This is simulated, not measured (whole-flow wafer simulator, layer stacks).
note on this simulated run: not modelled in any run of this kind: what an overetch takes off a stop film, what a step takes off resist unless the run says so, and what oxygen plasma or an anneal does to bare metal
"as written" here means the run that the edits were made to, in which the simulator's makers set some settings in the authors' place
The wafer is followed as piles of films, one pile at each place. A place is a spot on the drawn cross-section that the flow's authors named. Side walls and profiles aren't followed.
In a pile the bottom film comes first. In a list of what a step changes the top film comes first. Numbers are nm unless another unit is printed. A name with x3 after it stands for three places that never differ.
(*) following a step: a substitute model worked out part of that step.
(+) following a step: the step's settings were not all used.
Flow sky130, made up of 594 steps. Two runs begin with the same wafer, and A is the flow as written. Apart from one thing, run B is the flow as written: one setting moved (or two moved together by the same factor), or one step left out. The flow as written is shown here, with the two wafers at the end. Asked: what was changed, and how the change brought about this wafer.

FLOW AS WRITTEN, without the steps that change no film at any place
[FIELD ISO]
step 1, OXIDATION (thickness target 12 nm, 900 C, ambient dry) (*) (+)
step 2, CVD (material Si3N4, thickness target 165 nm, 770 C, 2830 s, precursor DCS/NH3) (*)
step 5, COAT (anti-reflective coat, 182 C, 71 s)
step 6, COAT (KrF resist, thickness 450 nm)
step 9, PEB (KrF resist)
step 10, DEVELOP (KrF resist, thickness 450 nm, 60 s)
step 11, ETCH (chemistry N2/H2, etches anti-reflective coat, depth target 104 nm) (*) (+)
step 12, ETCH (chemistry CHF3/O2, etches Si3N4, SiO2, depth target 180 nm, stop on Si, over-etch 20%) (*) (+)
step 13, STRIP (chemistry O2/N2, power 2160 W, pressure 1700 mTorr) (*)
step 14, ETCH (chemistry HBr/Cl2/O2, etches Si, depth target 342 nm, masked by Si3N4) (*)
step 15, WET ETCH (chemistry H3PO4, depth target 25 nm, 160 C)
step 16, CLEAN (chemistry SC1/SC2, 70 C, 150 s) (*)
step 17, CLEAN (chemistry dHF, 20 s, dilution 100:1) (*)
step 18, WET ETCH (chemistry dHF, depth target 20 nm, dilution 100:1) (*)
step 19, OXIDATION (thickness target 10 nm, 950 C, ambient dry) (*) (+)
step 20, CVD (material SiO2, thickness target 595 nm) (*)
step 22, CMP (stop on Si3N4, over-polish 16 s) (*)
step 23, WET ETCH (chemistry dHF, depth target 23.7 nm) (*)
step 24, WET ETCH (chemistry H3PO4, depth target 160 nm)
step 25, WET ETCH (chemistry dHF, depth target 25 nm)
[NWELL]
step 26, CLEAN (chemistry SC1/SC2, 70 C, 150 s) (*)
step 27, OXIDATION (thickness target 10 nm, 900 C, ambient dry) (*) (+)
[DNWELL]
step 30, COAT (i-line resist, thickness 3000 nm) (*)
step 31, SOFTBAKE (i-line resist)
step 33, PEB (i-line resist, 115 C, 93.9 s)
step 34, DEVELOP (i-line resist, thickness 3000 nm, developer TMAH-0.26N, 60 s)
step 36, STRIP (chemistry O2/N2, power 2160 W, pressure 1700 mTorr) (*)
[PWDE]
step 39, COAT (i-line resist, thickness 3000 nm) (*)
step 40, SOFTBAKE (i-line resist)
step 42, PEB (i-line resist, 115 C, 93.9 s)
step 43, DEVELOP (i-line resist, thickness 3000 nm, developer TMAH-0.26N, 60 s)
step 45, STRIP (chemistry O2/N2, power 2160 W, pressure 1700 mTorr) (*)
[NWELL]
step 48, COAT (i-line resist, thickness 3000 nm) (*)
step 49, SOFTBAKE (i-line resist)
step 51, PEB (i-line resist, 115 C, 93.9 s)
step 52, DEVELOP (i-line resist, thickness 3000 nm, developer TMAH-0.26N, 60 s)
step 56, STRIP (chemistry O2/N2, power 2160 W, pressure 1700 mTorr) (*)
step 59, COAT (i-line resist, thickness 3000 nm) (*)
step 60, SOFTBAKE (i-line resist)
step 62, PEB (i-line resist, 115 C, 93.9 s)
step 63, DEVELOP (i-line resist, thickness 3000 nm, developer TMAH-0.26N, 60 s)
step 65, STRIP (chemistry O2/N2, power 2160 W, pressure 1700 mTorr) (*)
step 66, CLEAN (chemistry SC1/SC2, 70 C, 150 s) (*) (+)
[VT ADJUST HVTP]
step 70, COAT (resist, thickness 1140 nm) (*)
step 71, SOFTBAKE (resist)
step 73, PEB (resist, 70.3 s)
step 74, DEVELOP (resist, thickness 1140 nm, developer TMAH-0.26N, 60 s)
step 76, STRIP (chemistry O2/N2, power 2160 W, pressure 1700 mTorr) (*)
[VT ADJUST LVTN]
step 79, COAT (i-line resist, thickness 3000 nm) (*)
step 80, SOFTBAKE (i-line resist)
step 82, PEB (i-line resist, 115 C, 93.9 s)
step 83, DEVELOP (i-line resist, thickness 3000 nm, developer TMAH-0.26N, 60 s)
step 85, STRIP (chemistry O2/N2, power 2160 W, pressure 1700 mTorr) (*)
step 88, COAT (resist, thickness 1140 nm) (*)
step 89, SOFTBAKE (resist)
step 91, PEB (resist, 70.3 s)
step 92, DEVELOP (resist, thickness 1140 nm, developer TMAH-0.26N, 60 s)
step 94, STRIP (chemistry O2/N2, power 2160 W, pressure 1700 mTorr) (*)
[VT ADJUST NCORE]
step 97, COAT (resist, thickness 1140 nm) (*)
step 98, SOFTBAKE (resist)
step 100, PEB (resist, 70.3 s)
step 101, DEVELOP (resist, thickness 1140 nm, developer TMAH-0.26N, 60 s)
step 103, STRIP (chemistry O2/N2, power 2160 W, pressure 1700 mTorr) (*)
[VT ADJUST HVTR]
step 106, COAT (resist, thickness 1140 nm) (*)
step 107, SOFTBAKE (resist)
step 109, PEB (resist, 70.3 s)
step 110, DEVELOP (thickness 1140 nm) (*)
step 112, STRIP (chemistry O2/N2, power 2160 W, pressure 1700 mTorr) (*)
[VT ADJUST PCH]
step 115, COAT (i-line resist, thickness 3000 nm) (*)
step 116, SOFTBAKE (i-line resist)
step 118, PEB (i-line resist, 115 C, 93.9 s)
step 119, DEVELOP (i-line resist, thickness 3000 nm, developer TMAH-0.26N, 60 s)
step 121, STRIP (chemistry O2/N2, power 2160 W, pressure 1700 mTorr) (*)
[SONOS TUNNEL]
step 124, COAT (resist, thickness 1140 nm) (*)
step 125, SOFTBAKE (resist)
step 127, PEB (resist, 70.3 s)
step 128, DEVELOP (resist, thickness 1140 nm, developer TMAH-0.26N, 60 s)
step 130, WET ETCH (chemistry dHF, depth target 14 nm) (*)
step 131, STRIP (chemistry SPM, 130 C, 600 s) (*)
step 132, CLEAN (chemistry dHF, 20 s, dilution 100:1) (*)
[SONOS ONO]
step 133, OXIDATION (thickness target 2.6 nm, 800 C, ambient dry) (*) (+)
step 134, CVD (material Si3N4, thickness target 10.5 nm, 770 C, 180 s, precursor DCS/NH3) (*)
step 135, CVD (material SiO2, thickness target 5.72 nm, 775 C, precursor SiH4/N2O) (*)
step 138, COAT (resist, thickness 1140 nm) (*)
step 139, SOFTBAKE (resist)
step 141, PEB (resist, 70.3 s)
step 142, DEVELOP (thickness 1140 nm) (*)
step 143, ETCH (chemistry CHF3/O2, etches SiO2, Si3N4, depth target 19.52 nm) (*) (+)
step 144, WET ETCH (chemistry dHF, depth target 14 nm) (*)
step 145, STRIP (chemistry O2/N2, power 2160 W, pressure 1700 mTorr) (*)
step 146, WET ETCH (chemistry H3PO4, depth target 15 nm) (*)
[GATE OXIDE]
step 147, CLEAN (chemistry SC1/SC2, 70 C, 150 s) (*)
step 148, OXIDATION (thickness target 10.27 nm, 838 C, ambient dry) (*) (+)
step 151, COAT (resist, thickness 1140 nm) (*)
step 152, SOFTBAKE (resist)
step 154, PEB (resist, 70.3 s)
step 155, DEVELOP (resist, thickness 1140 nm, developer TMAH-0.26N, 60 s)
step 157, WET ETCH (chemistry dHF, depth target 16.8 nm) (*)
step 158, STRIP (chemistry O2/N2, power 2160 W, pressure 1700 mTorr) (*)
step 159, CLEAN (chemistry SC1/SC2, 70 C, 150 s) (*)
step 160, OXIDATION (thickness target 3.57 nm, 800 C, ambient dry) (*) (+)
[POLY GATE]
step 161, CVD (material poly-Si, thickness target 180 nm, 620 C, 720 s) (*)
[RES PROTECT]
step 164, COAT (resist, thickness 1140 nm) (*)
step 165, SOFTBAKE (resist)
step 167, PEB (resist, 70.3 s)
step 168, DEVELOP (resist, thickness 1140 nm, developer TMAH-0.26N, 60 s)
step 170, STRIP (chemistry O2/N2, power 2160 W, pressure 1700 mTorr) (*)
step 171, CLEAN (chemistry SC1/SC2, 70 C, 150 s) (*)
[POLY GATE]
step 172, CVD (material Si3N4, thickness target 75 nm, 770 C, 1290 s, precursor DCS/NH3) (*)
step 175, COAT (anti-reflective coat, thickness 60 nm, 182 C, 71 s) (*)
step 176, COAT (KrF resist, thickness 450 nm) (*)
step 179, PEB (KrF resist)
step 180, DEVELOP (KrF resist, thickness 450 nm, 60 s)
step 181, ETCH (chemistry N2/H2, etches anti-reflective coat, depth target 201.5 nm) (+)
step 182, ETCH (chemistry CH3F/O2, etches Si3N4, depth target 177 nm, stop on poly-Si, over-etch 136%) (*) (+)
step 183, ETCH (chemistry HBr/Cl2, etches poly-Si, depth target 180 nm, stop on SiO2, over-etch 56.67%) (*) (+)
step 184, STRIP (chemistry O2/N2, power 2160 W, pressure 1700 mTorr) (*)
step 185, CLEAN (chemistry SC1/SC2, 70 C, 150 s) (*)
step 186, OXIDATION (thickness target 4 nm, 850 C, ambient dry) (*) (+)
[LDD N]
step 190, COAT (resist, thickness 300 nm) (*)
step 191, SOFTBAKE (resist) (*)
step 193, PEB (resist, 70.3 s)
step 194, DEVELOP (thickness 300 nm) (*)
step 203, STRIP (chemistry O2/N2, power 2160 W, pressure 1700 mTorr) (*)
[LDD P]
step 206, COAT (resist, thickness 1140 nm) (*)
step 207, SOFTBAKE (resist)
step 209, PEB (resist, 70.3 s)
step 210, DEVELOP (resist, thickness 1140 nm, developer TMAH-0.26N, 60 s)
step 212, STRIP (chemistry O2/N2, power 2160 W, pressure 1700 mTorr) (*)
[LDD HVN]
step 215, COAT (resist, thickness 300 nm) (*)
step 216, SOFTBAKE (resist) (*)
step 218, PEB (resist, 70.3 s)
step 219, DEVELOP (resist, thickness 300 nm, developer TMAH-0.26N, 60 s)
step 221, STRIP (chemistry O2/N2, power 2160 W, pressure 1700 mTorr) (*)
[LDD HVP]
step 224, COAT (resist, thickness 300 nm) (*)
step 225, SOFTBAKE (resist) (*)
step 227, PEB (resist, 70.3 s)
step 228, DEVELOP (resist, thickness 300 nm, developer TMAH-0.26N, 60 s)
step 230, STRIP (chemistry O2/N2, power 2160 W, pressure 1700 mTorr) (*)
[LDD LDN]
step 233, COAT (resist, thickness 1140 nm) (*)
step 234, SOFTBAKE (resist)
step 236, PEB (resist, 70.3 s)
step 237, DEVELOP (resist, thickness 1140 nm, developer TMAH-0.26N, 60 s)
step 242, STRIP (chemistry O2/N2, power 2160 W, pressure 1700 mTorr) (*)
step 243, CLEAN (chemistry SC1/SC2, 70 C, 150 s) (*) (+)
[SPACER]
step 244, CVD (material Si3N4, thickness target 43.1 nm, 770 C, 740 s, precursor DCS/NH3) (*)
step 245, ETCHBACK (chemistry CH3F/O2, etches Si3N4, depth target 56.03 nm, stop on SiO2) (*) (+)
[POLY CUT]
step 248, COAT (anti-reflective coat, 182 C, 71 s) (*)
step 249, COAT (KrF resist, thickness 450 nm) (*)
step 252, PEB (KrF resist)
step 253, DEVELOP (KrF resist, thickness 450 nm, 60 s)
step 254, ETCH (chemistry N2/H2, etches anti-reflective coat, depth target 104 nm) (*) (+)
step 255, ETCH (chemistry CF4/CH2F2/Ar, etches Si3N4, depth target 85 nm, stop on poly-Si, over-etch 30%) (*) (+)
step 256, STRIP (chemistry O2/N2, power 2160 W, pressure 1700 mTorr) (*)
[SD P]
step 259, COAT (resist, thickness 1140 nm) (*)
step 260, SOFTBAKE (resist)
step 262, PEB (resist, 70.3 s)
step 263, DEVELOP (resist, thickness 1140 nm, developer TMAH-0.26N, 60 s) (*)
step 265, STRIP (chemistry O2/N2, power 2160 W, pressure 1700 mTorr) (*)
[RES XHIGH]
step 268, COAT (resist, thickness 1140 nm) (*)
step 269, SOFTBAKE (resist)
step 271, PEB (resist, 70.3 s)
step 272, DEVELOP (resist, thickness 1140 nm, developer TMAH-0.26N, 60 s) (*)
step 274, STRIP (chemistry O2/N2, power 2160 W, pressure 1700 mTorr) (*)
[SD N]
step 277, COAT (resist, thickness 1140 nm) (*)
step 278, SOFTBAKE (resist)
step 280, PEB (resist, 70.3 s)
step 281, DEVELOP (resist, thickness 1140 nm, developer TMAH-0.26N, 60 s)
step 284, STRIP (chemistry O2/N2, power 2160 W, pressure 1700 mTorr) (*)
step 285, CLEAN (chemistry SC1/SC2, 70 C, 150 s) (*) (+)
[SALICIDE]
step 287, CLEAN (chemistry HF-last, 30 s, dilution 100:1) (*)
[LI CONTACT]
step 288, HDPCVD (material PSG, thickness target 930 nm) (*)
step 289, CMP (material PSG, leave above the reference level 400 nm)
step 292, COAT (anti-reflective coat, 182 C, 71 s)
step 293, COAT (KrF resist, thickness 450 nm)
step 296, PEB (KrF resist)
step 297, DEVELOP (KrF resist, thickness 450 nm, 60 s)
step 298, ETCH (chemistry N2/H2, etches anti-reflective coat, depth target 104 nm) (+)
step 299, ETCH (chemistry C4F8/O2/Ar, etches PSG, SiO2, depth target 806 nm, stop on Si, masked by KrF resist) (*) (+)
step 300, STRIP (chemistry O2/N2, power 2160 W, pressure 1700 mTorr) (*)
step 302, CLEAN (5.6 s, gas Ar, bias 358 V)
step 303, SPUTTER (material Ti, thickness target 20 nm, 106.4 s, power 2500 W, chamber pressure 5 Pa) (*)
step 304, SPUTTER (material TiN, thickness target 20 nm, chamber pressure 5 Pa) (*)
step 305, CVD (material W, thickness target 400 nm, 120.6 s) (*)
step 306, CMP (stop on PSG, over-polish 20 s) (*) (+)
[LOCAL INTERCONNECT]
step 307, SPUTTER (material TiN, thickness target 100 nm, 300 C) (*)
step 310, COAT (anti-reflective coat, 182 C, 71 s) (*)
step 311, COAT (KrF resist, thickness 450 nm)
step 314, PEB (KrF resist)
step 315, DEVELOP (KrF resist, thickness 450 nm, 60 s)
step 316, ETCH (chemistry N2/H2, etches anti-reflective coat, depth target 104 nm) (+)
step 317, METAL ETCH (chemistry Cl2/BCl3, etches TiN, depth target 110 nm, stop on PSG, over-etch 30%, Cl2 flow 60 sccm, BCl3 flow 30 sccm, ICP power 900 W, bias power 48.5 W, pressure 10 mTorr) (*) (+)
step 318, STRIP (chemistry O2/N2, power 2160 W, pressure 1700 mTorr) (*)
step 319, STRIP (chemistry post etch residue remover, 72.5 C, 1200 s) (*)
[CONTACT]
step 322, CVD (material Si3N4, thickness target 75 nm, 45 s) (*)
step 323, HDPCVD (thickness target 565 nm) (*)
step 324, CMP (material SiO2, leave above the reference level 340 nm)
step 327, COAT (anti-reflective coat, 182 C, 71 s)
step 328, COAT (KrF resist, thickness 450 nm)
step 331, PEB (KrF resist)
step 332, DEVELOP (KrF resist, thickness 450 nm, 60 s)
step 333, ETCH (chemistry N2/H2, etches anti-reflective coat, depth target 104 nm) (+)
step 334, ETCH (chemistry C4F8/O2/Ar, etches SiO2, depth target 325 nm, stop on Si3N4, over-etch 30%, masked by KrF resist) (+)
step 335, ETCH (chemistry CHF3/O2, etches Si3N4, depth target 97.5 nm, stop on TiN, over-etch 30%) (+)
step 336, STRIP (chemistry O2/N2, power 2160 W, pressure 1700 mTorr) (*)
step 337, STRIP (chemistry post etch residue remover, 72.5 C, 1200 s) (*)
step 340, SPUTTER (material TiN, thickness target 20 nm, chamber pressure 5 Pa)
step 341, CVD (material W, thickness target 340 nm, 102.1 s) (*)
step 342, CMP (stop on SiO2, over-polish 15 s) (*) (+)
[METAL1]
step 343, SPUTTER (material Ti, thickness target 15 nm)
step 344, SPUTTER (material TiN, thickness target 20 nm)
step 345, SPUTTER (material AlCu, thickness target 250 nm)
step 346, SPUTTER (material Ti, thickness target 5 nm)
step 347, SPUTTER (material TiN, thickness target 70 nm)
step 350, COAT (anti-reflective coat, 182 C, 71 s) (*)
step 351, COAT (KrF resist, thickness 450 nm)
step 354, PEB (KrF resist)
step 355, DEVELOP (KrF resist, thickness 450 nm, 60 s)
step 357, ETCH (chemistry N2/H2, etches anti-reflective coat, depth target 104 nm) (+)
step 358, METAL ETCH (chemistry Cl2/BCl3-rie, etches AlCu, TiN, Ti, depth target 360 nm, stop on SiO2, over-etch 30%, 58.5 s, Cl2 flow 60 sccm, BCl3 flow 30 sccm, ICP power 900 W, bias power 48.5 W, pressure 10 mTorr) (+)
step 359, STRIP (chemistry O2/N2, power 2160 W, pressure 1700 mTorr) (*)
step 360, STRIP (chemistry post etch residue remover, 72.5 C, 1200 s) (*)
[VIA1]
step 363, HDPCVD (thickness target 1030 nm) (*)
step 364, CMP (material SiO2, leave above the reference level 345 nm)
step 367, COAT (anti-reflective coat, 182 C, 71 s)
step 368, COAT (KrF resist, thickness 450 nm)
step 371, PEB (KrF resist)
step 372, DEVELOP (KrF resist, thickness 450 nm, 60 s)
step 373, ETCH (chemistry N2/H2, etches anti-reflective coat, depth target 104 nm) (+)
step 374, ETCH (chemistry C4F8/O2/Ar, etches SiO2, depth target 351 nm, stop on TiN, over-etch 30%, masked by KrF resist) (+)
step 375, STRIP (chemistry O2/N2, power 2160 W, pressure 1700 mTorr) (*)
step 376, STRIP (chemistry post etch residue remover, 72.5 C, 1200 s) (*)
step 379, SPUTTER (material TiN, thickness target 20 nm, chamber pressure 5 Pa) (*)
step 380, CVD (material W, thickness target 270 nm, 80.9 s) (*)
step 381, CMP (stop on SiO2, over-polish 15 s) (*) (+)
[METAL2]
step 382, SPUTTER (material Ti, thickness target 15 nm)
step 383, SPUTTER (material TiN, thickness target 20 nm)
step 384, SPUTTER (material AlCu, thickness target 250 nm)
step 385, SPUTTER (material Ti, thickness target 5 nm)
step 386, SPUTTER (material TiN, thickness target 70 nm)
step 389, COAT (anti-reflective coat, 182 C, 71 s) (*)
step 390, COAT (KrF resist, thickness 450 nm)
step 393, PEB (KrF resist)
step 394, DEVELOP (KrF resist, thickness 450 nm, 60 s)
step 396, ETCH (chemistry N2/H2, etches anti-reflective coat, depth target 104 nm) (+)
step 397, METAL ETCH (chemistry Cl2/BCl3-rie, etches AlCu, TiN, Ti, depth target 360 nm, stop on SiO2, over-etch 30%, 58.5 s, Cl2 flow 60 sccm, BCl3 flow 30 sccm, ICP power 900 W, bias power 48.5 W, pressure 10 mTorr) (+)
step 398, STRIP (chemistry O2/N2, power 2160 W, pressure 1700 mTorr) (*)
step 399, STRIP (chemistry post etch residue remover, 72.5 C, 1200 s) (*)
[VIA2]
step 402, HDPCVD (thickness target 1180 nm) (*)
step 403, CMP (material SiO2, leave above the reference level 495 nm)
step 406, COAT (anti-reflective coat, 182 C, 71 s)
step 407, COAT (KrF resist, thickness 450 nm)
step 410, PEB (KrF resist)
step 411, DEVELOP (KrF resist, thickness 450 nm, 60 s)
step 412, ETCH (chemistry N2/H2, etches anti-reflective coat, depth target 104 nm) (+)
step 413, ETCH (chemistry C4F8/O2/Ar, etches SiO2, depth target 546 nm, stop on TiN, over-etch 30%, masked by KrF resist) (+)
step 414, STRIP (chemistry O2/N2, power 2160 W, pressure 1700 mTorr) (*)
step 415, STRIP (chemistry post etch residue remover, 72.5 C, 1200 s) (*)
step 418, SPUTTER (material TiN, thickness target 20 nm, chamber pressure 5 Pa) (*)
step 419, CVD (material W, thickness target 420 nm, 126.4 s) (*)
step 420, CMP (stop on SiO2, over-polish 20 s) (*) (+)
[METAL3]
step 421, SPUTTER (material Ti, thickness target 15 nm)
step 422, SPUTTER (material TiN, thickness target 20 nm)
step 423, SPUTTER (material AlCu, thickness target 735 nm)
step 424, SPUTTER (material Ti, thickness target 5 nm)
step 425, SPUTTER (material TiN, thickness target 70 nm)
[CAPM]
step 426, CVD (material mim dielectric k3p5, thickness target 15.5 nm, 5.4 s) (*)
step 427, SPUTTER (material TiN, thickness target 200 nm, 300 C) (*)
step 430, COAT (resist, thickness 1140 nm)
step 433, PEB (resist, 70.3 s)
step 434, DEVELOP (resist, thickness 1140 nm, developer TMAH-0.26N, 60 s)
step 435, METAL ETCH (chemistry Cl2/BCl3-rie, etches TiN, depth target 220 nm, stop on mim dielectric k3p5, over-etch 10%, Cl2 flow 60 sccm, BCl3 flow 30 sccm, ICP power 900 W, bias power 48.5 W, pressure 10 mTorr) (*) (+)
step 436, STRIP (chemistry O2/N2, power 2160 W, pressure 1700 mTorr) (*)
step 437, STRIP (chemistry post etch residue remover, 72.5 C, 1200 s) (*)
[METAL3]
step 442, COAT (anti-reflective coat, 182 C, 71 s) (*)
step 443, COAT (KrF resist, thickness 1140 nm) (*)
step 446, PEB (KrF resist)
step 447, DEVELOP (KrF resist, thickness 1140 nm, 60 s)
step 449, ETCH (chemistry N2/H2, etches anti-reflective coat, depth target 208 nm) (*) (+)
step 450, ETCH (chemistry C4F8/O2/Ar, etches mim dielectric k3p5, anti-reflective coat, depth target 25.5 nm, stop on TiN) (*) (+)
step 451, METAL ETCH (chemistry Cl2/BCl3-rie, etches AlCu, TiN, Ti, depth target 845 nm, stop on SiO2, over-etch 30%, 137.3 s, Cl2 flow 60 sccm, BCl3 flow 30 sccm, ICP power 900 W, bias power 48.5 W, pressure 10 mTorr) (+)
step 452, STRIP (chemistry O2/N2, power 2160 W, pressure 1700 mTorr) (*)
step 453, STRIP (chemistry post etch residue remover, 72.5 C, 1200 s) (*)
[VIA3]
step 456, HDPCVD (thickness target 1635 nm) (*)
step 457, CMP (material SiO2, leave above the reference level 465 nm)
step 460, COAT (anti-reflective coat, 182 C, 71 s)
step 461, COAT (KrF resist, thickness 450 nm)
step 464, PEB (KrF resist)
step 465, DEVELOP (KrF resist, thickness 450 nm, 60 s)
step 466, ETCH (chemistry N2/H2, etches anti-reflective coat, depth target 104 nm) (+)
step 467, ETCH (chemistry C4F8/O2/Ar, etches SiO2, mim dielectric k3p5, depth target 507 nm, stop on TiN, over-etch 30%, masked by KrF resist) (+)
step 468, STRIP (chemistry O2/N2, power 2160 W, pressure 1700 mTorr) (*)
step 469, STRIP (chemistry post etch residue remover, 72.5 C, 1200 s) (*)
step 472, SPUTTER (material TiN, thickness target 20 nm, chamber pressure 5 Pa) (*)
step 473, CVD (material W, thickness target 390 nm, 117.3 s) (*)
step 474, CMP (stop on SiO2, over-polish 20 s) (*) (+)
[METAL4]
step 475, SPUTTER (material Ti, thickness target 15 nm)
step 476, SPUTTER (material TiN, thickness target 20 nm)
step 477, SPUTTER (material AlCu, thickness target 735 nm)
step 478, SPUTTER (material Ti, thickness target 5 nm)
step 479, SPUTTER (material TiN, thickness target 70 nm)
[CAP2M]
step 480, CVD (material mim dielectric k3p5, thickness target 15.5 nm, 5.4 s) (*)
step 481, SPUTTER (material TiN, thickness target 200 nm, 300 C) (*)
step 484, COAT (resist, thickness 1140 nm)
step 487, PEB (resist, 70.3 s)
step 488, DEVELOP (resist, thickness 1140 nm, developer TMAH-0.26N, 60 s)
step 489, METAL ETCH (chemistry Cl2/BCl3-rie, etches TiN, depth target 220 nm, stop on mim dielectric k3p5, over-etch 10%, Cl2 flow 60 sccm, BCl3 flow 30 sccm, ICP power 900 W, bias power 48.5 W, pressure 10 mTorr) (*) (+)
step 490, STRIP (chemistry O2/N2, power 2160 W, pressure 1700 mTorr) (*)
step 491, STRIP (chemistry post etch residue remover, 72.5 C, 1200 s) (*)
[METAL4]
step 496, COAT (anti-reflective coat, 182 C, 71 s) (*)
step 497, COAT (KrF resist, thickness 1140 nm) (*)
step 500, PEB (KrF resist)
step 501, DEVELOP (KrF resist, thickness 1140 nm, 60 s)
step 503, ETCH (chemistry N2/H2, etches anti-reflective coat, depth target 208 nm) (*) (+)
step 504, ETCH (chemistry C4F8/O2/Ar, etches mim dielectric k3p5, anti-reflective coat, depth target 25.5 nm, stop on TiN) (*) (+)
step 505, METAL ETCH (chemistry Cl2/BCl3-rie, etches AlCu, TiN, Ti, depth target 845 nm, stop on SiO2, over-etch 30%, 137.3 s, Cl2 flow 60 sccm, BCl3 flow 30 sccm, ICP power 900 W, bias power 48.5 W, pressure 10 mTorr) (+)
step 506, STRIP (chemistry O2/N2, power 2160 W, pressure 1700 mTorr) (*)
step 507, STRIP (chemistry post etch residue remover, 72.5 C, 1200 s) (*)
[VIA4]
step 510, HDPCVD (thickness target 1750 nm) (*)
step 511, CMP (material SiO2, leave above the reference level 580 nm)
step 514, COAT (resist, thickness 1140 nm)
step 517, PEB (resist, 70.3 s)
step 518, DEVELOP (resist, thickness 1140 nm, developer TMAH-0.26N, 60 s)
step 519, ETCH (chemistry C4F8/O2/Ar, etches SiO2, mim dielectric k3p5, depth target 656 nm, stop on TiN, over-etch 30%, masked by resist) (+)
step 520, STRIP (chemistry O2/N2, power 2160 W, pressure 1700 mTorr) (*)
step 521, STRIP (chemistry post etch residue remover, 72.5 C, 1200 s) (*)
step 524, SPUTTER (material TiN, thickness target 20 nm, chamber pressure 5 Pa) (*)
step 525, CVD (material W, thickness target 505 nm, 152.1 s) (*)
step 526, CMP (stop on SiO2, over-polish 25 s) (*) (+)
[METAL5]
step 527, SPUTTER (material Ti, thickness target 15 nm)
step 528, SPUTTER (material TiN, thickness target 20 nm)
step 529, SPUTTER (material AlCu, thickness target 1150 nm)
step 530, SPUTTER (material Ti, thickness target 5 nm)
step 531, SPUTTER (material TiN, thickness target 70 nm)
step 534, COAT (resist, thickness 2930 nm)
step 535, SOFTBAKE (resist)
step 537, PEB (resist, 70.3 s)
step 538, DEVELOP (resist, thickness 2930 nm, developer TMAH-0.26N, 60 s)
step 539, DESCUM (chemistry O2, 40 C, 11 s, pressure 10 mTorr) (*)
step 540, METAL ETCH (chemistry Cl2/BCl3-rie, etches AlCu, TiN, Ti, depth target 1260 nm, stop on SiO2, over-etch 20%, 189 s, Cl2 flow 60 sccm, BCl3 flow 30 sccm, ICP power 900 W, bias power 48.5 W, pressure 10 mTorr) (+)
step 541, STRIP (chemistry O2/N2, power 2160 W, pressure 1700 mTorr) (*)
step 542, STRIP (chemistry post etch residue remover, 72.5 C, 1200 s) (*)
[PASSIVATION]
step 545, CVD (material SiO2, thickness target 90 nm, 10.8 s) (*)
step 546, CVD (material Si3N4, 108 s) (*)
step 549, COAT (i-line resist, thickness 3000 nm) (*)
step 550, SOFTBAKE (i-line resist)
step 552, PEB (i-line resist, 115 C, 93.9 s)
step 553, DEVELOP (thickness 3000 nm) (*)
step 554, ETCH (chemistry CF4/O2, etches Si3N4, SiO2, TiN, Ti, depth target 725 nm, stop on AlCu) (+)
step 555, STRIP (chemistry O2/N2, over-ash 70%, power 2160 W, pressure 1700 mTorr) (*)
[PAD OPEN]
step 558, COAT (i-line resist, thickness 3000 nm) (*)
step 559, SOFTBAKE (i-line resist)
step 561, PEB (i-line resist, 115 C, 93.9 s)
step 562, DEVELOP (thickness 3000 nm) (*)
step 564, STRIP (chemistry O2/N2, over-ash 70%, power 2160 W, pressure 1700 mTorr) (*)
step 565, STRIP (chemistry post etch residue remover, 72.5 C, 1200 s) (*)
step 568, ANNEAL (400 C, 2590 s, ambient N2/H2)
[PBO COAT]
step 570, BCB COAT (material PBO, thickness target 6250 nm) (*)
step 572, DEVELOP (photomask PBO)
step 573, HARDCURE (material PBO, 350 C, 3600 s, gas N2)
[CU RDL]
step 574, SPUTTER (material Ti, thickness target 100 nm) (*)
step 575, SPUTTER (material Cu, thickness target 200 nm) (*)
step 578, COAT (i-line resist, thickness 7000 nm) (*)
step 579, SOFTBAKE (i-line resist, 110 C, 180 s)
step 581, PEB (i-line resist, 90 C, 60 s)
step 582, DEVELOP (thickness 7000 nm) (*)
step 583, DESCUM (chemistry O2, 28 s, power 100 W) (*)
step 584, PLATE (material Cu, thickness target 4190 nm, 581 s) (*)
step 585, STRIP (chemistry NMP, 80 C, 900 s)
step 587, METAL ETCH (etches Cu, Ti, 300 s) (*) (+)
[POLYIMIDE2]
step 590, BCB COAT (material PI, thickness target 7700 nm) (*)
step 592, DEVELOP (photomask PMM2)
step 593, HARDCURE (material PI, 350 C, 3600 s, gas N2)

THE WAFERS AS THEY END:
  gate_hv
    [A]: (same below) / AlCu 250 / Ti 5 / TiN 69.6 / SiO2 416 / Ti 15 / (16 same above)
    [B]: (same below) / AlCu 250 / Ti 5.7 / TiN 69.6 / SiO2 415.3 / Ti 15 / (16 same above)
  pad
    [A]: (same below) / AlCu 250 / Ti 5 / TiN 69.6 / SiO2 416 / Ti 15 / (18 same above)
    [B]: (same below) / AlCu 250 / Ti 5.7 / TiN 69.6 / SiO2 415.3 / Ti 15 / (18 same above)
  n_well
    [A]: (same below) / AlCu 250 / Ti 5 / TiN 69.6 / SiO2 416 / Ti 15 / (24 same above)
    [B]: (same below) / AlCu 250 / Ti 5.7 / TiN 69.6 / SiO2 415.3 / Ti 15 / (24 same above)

Cause: step 385, SPUTTER: thickness target 5.7 nm was run, though the flow has thickness target 5 nm.
The wafer lets one read it off: gate_hv has Ti 5.7, and step 385 as written asks for 5 nm.

The path from the change to this, step by step:
  step 385, SPUTTER (material Ti, thickness target 5 nm)
      field, active, n_well and 188 more: A +5 Ti (new film) | B +5.7 Ti (new film)
  step 397, METAL ETCH (chemistry Cl2/BCl3-rie, etches AlCu, TiN, Ti, depth target 360 nm, stop on SiO2, over-etch 30%, 58.5 s, Cl2 flow 60 sccm, BCl3 flow 30 sccm, ICP power 900 W, bias power 48.5 W, pressure 10 mTorr) (+)
      field, active, gate and 82 more: A -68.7 TiN (all of it), -5 Ti (all of it), -250 AlCu (all of it), -20 TiN (all of it), -15 Ti (all of it), -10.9 SiO2 | B -68.7 TiN (all of it), -5.7 Ti (all of it), -250 AlCu (all of it), -20 TiN (all of it), -15 Ti (all of it), -10.9 SiO2
